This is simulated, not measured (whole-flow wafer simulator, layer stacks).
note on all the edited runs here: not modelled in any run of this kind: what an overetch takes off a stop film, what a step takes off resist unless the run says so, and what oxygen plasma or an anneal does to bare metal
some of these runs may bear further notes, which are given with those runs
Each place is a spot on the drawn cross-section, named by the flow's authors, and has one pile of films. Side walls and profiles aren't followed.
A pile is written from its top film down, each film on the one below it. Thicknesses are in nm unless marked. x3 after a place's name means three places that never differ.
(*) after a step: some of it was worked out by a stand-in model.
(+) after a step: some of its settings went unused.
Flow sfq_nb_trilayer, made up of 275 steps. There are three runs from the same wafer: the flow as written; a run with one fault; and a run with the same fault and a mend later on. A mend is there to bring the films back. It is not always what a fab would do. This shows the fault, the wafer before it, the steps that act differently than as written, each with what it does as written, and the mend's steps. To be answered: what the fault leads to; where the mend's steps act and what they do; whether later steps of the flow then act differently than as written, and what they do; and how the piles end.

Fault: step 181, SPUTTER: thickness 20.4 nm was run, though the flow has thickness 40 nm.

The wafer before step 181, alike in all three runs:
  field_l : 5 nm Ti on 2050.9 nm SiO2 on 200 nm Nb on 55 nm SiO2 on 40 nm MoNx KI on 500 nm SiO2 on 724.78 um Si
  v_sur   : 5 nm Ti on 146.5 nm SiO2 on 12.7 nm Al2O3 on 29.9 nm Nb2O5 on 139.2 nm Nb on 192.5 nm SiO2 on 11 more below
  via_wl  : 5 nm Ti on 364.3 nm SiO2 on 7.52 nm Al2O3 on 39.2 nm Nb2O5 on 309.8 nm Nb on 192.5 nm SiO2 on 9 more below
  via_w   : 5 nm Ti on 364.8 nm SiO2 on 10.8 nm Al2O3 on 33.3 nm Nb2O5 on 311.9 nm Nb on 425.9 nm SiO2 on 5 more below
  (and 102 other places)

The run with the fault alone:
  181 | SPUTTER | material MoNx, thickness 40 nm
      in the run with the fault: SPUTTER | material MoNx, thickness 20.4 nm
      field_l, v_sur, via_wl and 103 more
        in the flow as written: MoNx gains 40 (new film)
        in the run with the fault: MoNx gains 20.4 (new film)
  Steps later in the flow that act otherwise than as written (not shown: 11 more steps that differ only slightly, by at most 2% or 0.5 nm, whichever is larger):
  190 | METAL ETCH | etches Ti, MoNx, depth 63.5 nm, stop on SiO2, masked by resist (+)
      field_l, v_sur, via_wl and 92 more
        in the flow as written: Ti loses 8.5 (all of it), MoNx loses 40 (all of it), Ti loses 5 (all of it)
        in the run with the fault: Ti loses 8.5 (all of it), MoNx loses 20.4 (all of it), Ti loses 5 (all of it)
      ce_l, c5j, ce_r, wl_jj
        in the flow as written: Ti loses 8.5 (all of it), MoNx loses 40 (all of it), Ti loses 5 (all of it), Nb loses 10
        in the run with the fault: Ti loses 8.5 (all of it), MoNx loses 20.4 (all of it), Ti loses 5 (all of it), Nb loses 29.6
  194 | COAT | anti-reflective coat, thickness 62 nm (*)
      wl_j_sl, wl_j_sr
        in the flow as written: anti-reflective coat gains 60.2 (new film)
        in the run with the fault: anti-reflective coat gains 57 (new film)
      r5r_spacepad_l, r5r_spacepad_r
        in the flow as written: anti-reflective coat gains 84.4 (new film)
        in the run with the fault: anti-reflective coat gains 76 (new film)
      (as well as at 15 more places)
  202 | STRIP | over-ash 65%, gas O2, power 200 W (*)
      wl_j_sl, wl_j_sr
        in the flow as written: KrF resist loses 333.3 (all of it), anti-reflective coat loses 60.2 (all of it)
        in the run with the fault: KrF resist loses 333.4 (all of it), anti-reflective coat loses 57 (all of it)
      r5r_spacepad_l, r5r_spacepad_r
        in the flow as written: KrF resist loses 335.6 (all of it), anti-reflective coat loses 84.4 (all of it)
        in the run with the fault: KrF resist loses 334.9 (all of it), anti-reflective coat loses 76 (all of it)
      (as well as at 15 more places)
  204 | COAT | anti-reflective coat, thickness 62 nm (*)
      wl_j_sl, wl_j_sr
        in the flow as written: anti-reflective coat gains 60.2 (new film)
        in the run with the fault: anti-reflective coat gains 57 (new film)
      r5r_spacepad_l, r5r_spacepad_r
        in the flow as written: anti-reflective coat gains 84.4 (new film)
        in the run with the fault: anti-reflective coat gains 76 (new film)
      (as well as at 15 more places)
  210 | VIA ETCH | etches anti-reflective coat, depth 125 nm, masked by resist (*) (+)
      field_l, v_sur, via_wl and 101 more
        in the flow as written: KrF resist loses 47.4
        in the run with the fault: KrF resist loses 48.7
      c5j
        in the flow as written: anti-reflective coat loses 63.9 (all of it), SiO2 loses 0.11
        in the run with the fault: anti-reflective coat loses 69.3 (all of it), SiO2 loses 0.09
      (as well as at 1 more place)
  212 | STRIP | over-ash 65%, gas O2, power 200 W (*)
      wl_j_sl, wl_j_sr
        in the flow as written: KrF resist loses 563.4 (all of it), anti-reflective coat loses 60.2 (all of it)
        in the run with the fault: KrF resist loses 562 (all of it), anti-reflective coat loses 57 (all of it)
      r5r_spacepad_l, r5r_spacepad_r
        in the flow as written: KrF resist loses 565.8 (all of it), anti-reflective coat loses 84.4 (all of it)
        in the run with the fault: KrF resist loses 563.5 (all of it), anti-reflective coat loses 76 (all of it)
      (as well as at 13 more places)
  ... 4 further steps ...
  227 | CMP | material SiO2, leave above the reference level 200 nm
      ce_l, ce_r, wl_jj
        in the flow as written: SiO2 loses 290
        in the run with the fault: SiO2 loses 270.4
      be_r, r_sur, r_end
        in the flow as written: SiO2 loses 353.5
        in the run with the fault: SiO2 loses 333.9
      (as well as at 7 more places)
  The piles end different from the flow's at ce_l, c5j, ce_r and 8 more by more than 2% or 0.5 nm, whichever is larger.
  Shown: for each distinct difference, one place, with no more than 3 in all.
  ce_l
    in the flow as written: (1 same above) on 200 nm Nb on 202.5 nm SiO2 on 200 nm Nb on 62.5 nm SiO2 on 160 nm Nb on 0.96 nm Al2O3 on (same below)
    in the run with the fault: (1 same above) on 200 nm Nb on 222.1 nm SiO2 on 200 nm Nb on 62.5 nm SiO2 on 140.4 nm Nb on 0.96 nm Al2O3 on (same below)
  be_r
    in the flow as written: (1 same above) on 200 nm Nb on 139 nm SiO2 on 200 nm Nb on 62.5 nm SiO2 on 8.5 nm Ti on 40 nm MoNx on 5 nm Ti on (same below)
    in the run with the fault: (1 same above) on 200 nm Nb on 158.6 nm SiO2 on 200 nm Nb on 62.5 nm SiO2 on 8.5 nm Ti on 20.4 nm MoNx on 5 nm Ti on (same below)
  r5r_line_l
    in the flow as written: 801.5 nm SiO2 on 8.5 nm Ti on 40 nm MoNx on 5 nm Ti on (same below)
    in the run with the fault: 821.1 nm SiO2 on 8.5 nm Ti on 20.4 nm MoNx on 5 nm Ti on (same below)

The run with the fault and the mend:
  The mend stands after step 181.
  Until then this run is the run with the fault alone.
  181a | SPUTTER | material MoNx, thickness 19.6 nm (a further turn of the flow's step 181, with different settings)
      field_l, v_sur, via_wl and 103 more
        MoNx gains 19.6
  Later steps of the flow that are run all act as written at every place that is followed.
  By the end, the piles equal the flow's at every place that both follow.
